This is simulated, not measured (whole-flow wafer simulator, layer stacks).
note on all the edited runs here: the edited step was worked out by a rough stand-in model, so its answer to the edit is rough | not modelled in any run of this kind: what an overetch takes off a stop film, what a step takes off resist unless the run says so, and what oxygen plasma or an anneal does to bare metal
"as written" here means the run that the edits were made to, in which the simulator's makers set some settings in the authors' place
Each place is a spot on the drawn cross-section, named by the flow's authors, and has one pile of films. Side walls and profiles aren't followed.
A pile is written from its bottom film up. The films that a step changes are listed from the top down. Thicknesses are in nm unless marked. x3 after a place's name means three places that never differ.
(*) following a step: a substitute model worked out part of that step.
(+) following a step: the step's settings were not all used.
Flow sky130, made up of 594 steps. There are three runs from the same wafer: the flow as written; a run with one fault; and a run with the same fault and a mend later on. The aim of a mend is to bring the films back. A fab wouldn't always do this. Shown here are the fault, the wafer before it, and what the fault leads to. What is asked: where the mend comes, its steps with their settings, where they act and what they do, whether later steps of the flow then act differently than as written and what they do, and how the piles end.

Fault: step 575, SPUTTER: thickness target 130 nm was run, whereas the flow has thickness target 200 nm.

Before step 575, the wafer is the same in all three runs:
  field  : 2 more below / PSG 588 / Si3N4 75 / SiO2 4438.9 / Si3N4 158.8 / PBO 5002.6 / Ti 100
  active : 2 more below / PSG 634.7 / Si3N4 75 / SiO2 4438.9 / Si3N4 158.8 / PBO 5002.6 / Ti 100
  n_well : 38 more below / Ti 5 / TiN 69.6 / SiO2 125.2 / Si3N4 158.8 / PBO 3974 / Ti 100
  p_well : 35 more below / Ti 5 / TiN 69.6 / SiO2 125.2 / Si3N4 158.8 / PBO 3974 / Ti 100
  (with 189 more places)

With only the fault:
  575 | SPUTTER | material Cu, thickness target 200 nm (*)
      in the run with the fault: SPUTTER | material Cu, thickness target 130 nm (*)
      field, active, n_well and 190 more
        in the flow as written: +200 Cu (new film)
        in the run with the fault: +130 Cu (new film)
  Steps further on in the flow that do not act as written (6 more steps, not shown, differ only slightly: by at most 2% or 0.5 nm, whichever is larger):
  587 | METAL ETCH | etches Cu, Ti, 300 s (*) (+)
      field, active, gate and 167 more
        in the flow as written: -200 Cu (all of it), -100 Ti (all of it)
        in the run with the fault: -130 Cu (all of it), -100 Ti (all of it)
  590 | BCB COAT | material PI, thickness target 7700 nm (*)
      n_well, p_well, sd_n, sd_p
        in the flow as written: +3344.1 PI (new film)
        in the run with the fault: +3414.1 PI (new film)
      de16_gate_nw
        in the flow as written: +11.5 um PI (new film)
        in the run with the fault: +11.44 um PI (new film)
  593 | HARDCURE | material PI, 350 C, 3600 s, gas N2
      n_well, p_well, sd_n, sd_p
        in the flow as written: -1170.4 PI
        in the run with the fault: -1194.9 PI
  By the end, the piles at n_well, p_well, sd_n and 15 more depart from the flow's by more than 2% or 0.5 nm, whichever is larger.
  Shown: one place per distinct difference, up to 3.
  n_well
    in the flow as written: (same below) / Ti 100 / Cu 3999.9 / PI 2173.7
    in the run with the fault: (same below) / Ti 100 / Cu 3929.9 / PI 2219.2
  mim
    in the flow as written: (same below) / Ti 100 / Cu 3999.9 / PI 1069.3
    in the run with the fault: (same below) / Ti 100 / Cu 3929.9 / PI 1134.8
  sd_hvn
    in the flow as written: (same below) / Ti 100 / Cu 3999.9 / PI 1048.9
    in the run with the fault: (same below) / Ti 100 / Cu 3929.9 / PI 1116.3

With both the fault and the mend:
  The mend follows step 582.
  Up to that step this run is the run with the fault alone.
  582a | STRIP | chemistry NMP, 80 C, 900 s
      wcut_nhv, wcut_phv, wcut_fox_pw and 23 more
        -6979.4 i-line resist (all of it)
      mim_edge_plate_strap, mim_edge_plate, mim_edge_gap, mim_edge_gap_sheet, vpp_l1ln, dnw_fox
        -6980.8 i-line resist (all of it)
      gate_len, gate_lvt_sd_len, gate_p_sd_len, gate_p_hvt_sd_len, gate_p_lvt_sd_len, gate_len_250
        -6982 i-line resist (all of it)
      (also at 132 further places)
  582b | SPUTTER | material Cu, thickness target 70 nm (*) (the flow's step 575, run once more with other settings)
      field, active, n_well and 190 more
        +70 Cu
  582c | HMDS | 120 C, 60 s (the flow's step 577, run once more)
      does not change any film at any place that is followed
  582d | COAT | i-line resist, thickness 7000 nm (*) (the flow's step 578, run once more)
      dice_street, wcut_nhv, wcut_phv and 18 more
        +7000 i-line resist (new film)
      poly_ln, iso_pw_fox, gate_lvt_sd, active_lvt, spacer_lvt, sonos_sd, sonos_cell_x, sonos_guard_x
        +7003.2 i-line resist (new film)
      vpp_iso2, mim_edge_plate_strap, mim_edge_plate, mim_edge_gap, mim_edge_gap_sheet, gate_hv_nvt, de16_nw_sti
        +7001.4 i-line resist (new film)
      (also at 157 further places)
  582e | SOFTBAKE | i-line resist, 110 C, 180 s (the flow's step 579, run once more)
      de16_gate_pw, de16_pw_fp, de16_pw_sti, de16_psrc_nw
        -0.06 i-line resist
      field, active_lvt
        +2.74 i-line resist
      mim, vcap_hvt
        -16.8 i-line resist
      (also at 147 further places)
  582f | EXPOSE | photomask CU1M (the flow's step 580, run once more)
      does not change any film at any place that is followed
  582g | PEB | i-line resist, 90 C, 60 s (the flow's step 581, run once more)
      field, active, n_well and 134 more
        -0.07 i-line resist
      pad
        -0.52 i-line resist
  582h | DEVELOP | thickness 7000 nm (*) (the flow's step 582, run once more)
      field, active, gate and 167 more
        -20.6 i-line resist
      n_well, p_well, sd_n, sd_p
        -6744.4 i-line resist (all of it)
      dep_nw_sti, dep_ntap_nw, de16_nw_sti
        -7000.7 i-line resist (all of it)
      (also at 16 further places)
  None of the later steps of the flow acts differently than as written at any place that is followed.
  By the end, the piles equal the flow's at every place that both follow.
